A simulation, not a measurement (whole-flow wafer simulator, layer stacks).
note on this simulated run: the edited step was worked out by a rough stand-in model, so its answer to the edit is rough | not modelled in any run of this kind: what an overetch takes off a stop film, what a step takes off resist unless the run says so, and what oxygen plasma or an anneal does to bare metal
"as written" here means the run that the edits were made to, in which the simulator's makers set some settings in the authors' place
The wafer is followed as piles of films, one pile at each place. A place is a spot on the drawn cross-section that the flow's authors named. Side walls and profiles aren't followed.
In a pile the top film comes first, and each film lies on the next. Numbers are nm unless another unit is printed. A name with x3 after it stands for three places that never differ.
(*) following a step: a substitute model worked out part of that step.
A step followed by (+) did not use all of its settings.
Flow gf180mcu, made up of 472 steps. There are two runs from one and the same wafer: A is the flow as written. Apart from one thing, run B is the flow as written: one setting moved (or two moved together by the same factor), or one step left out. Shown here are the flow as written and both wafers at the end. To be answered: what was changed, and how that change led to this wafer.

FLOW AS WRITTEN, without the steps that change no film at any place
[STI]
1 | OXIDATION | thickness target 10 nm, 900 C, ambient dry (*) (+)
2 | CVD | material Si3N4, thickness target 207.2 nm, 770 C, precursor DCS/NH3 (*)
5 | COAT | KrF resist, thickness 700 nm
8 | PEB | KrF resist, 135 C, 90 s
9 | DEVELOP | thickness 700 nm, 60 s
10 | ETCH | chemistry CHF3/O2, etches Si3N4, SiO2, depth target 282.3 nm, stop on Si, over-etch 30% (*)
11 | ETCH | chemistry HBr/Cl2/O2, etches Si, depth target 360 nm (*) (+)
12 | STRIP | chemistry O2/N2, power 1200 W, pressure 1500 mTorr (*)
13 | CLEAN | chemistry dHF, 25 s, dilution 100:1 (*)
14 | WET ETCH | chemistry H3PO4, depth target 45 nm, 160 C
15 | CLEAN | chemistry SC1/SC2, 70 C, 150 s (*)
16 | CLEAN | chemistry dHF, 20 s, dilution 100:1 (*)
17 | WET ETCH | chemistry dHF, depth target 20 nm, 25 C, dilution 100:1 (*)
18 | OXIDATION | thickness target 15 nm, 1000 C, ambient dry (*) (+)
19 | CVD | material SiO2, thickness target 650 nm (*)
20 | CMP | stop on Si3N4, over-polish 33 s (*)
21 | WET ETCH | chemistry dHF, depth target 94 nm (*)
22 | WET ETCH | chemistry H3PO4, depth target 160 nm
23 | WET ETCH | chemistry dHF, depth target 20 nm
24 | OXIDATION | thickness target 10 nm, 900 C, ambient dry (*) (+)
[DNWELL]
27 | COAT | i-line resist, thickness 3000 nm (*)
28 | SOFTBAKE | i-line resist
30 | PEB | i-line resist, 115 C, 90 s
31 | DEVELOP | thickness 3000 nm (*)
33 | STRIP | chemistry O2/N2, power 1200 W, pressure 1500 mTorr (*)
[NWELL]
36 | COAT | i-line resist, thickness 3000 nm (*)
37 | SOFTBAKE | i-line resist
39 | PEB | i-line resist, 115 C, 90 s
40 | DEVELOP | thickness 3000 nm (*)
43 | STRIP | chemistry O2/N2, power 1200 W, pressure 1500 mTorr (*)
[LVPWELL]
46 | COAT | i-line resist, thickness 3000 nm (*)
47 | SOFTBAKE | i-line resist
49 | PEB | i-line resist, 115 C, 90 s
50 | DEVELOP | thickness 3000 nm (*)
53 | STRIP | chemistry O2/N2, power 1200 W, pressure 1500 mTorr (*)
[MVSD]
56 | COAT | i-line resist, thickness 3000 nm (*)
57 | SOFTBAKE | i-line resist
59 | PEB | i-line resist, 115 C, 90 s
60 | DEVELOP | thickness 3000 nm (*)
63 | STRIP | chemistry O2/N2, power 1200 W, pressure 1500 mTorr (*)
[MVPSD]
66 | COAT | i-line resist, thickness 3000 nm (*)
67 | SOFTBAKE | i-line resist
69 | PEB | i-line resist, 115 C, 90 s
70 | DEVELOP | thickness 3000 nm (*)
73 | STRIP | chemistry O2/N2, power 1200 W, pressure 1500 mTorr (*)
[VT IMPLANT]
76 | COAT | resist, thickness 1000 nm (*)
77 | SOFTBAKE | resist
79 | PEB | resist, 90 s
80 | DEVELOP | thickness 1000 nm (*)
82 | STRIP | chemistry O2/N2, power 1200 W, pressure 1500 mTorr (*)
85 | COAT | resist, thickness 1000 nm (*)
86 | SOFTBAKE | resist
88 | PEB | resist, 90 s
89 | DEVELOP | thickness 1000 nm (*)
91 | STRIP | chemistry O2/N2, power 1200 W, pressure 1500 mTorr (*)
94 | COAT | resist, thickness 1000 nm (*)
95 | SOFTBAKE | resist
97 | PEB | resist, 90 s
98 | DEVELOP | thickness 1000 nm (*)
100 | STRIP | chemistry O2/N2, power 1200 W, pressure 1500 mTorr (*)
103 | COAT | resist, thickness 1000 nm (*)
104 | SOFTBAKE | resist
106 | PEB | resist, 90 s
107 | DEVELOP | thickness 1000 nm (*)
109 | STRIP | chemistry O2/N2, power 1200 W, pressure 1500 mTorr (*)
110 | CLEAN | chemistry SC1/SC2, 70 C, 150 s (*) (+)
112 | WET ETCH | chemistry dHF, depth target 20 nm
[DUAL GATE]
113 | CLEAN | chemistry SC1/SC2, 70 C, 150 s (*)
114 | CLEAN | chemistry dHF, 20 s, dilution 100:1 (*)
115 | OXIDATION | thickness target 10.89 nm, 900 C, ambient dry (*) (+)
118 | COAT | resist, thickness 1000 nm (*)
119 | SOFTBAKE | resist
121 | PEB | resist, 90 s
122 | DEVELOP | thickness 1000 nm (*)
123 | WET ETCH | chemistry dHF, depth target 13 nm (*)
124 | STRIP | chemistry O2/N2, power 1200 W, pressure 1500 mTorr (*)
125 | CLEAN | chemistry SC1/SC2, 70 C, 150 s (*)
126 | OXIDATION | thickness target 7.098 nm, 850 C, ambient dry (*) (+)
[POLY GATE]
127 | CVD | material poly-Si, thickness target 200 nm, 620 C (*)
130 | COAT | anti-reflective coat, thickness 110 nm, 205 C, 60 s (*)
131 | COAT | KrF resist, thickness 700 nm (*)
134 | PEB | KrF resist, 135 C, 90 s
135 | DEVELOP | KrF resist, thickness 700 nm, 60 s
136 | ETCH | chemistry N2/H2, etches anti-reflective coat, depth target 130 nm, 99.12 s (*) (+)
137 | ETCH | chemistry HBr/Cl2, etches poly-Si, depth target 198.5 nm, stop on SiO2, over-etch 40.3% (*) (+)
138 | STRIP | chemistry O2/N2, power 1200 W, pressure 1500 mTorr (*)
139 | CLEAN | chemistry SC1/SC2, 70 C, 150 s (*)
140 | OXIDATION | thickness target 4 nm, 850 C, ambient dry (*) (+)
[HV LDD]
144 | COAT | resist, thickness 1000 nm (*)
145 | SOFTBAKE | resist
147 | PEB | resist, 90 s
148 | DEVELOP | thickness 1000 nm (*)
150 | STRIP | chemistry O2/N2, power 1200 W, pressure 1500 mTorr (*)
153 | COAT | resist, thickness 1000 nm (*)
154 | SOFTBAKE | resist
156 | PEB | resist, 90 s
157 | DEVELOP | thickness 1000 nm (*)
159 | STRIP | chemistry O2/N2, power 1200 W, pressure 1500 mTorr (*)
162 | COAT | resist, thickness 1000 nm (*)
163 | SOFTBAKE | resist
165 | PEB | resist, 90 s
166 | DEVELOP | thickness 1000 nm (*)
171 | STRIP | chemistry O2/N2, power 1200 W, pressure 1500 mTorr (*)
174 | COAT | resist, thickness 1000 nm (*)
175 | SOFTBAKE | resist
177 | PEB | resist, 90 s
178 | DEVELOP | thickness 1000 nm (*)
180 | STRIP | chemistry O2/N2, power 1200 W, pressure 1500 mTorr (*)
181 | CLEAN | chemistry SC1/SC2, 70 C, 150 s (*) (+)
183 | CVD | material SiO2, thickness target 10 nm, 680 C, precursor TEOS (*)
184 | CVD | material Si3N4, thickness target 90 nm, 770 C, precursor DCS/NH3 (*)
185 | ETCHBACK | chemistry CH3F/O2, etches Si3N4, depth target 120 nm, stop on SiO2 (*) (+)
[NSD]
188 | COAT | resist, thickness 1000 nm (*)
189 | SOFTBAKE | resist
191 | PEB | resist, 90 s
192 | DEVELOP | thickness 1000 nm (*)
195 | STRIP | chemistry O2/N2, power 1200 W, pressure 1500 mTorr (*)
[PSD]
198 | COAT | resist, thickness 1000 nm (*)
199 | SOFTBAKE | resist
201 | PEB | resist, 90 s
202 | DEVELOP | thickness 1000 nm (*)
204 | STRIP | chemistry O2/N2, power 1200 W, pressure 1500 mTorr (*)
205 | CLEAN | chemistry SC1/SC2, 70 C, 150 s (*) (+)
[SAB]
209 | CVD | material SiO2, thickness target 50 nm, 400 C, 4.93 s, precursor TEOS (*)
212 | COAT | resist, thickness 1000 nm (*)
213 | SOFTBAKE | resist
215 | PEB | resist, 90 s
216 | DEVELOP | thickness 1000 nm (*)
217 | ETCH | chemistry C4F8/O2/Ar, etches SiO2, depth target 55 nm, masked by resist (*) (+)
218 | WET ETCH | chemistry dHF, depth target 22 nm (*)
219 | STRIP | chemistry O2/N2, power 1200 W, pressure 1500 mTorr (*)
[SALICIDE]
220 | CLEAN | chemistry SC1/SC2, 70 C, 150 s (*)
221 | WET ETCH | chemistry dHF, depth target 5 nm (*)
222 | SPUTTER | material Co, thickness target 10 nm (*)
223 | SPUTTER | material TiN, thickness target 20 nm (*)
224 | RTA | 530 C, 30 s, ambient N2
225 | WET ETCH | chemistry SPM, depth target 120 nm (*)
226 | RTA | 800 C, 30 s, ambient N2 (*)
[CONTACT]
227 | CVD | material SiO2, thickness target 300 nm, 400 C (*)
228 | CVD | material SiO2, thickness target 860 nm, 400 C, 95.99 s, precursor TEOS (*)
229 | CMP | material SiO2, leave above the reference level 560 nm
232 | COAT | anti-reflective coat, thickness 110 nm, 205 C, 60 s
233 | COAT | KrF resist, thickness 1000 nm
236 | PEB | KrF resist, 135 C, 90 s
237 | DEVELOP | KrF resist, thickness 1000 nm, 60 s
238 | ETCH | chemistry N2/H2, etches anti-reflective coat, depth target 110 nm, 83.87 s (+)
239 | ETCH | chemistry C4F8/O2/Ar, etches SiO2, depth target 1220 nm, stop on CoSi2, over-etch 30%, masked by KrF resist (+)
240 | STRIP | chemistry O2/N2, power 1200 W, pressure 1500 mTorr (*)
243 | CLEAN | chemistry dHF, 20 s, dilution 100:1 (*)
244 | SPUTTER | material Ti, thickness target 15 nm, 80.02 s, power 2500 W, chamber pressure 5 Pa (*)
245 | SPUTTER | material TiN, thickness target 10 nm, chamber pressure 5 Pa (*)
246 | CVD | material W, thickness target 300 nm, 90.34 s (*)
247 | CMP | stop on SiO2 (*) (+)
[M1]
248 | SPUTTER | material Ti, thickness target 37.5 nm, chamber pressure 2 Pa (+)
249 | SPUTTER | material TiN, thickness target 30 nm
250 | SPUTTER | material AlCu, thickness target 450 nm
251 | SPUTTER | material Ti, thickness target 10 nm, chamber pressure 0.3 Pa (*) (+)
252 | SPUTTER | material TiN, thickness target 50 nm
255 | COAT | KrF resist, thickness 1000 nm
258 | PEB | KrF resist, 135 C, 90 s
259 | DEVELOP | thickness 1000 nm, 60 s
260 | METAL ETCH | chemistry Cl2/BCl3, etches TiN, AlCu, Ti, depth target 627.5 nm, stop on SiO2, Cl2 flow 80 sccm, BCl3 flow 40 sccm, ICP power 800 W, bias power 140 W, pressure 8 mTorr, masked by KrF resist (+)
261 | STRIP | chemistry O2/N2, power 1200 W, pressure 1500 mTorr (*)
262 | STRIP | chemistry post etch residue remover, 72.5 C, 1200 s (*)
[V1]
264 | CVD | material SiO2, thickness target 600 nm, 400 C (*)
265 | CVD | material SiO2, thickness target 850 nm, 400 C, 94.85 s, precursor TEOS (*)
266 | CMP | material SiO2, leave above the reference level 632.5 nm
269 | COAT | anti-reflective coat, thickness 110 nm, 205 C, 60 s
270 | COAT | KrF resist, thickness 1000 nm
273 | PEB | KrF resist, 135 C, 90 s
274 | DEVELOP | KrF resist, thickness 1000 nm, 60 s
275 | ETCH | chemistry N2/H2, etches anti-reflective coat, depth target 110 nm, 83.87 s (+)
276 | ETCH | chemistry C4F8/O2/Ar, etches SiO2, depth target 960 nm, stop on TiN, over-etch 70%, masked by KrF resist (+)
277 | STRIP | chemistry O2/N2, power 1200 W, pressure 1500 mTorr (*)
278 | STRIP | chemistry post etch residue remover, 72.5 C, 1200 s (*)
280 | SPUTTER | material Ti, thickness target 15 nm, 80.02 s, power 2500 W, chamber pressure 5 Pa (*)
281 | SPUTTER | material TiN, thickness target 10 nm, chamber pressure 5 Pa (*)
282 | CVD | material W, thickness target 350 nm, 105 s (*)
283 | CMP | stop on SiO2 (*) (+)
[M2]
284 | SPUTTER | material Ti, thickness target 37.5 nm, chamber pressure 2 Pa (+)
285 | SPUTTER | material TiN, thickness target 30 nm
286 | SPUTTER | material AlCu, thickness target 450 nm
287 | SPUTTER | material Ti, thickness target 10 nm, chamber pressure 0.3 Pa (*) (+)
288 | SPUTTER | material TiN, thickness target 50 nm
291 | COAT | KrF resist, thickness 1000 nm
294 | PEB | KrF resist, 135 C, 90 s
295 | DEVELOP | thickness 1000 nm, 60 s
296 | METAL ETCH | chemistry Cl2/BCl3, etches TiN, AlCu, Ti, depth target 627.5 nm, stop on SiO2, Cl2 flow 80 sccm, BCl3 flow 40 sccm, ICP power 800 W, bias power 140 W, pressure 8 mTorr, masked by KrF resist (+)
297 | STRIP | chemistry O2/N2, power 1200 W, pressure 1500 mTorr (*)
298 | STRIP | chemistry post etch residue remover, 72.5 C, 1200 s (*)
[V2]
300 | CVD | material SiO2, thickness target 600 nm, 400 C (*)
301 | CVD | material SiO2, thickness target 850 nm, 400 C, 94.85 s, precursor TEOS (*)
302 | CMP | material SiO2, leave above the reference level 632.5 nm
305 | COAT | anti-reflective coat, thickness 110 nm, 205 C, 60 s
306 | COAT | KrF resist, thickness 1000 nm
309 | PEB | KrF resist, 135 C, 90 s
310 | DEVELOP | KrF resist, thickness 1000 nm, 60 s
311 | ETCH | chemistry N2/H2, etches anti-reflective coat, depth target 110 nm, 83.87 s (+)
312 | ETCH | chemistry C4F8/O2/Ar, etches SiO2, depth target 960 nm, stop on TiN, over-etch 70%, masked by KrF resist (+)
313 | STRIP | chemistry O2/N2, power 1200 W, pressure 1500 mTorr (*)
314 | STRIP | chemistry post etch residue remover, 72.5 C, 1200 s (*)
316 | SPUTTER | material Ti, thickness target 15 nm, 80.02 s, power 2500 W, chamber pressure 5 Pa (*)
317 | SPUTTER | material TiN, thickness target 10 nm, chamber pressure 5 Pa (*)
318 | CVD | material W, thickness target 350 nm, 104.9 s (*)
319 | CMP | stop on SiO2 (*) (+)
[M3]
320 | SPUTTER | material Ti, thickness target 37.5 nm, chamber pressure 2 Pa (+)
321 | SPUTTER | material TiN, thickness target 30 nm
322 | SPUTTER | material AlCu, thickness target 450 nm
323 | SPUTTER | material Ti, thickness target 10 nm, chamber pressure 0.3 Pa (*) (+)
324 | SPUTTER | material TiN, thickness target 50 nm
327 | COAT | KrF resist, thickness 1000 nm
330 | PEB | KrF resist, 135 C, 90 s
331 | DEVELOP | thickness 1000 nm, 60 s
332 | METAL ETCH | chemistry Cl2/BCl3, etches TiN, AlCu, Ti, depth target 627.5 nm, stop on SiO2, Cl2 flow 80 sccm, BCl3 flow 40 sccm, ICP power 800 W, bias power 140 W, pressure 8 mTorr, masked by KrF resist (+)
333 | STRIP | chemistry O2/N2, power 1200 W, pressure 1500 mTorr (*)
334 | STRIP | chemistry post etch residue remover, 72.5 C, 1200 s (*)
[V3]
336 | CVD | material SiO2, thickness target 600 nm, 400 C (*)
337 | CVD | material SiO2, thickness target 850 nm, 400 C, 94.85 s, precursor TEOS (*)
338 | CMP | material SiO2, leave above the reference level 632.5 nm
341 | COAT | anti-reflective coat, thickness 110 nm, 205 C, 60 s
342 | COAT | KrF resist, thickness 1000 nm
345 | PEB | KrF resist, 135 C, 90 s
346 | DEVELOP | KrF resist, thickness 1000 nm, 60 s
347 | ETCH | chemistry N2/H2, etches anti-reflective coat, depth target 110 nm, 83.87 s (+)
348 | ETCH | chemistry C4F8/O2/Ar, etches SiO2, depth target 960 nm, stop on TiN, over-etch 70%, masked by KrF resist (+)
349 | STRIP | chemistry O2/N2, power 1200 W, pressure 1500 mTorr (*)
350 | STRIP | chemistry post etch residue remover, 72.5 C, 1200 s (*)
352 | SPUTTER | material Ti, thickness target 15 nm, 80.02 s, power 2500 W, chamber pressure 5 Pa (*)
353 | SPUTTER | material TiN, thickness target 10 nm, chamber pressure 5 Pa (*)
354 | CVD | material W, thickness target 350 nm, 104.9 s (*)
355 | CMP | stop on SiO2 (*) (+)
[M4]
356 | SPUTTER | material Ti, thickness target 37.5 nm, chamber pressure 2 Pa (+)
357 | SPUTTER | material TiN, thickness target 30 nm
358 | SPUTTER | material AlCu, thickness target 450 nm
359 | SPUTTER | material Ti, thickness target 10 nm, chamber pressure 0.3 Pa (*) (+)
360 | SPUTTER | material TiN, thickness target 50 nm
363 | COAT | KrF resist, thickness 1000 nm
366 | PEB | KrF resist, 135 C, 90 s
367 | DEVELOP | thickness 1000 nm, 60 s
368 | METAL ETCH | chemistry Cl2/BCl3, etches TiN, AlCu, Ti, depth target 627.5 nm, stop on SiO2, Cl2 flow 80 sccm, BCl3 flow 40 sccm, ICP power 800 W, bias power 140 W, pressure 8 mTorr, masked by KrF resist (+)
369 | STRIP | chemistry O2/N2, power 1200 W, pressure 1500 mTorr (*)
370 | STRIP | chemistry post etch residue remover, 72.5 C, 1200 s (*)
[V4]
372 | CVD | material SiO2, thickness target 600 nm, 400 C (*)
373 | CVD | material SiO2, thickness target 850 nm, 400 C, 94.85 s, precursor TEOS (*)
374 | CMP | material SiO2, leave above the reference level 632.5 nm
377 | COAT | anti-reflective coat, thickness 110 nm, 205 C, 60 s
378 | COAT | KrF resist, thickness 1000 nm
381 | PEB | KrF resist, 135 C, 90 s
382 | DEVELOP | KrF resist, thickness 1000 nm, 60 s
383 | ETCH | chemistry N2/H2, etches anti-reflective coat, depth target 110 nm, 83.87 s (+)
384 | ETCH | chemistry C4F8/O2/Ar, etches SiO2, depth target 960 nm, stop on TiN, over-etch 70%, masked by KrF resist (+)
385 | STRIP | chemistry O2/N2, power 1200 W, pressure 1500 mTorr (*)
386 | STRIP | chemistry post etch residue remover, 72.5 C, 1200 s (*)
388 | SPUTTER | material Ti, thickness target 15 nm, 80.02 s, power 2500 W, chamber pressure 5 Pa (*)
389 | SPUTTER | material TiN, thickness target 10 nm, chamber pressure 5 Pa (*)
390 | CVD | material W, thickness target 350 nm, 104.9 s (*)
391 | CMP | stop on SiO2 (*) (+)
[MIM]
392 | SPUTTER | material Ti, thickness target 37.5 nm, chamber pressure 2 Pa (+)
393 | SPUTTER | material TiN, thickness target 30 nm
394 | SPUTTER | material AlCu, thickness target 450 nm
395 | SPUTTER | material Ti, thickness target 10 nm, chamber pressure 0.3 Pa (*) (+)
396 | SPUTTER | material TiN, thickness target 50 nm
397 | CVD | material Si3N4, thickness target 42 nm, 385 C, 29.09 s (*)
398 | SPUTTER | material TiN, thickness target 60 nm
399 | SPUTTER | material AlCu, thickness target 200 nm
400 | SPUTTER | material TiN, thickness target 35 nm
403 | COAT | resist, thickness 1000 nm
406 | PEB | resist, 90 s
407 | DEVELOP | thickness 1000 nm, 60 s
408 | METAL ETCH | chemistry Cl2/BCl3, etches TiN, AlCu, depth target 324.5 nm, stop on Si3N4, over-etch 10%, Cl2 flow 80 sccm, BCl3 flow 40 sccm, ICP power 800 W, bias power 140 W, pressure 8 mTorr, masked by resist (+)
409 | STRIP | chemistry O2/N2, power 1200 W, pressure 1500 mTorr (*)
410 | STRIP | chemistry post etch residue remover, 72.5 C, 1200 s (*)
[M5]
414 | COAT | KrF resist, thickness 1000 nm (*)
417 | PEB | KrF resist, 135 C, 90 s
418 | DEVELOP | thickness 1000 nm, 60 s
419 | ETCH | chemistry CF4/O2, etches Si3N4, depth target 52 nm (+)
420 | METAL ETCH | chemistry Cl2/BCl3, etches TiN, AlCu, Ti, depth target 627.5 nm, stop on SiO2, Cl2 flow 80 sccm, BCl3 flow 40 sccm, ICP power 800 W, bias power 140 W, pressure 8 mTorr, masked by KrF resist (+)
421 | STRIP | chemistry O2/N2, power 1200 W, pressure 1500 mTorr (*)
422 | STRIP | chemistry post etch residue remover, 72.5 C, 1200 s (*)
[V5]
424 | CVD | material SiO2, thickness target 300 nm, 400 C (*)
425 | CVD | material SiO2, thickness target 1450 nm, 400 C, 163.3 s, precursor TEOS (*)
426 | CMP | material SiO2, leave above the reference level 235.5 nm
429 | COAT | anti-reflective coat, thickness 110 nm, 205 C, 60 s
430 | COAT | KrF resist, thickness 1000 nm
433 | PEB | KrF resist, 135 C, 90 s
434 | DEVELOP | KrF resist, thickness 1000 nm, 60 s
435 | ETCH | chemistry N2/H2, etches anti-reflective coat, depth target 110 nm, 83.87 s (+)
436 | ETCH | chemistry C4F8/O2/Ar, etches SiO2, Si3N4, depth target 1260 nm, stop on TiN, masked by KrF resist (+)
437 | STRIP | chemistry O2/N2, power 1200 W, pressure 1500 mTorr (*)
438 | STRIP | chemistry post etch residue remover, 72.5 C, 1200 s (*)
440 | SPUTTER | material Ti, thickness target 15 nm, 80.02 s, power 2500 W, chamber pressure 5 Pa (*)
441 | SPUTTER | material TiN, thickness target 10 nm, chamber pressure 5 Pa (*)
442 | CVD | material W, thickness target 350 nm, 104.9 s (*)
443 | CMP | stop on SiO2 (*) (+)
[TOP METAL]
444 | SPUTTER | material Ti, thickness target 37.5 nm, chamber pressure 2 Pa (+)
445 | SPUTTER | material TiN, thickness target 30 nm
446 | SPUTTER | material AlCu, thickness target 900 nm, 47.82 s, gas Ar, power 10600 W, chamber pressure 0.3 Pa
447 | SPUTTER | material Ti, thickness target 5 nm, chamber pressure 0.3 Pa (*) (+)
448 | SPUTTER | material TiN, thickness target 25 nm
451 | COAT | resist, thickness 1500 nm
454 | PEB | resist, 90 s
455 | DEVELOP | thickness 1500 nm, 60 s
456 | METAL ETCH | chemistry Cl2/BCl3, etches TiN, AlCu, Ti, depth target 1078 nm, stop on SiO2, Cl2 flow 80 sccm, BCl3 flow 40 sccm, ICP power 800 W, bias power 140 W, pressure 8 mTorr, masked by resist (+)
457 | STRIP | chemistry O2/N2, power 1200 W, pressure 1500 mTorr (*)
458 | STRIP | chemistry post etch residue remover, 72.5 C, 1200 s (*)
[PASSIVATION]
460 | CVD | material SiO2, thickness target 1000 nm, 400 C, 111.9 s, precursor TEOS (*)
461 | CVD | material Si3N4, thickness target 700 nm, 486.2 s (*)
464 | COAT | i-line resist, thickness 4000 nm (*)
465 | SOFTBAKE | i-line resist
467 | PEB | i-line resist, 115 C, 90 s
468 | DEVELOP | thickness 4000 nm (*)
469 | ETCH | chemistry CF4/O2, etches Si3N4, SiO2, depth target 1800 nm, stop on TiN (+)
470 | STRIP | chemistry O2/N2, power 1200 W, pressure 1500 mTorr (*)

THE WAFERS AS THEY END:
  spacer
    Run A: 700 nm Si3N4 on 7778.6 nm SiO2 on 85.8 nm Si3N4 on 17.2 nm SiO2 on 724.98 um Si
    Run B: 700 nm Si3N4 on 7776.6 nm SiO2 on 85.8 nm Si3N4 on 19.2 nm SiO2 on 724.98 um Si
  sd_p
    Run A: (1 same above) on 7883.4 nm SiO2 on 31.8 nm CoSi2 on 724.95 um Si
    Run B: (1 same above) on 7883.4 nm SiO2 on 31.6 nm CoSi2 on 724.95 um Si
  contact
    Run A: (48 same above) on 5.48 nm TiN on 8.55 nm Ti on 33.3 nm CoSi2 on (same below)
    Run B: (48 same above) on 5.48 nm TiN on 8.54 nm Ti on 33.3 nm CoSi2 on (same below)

Cause: step 183, CVD: thickness target 12 nm was run, while the flow as written has thickness target 10 nm.

The path from the change to this, step by step:
  183 | CVD | material SiO2, thickness target 10 nm, 680 C, precursor TEOS (*)
      field, field__w1, field__w2 and 99 more: A SiO2 gains 10 | B SiO2 gains 12
      ld_drift_p: A SiO2 gains 9.87 | B SiO2 gains 11.8
      (as well as at 1 more place)
  189 | SOFTBAKE | resist
      field__w9: A resist gains 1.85 | B resist loses 1.05
      nw_enc_fld_lv__w3: A resist gains 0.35 | B resist loses 0.51
      (as well as at 1 more place)
  199 | SOFTBAKE | resist
      field__w9: A resist gains 1.85 | B resist loses 1.05
      nw_enc_fld_lv__w3: A resist gains 0.35 | B resist loses 0.51
      (as well as at 1 more place)
  218 | WET ETCH | chemistry dHF, depth target 22 nm (*)
      gate, gate_hv, gate_p and 23 more: A SiO2 loses 5.48 (all of it) | B SiO2 loses 7.48 (all of it)
      active, p_well, sd_n, iso_ptap_pw, iso_ntap_nw, iso_ptap_sub, vpnp_e: A SiO2 loses 9.01 (all of it) | B SiO2 loses 11 (all of it)
      (as well as at 16 more places)
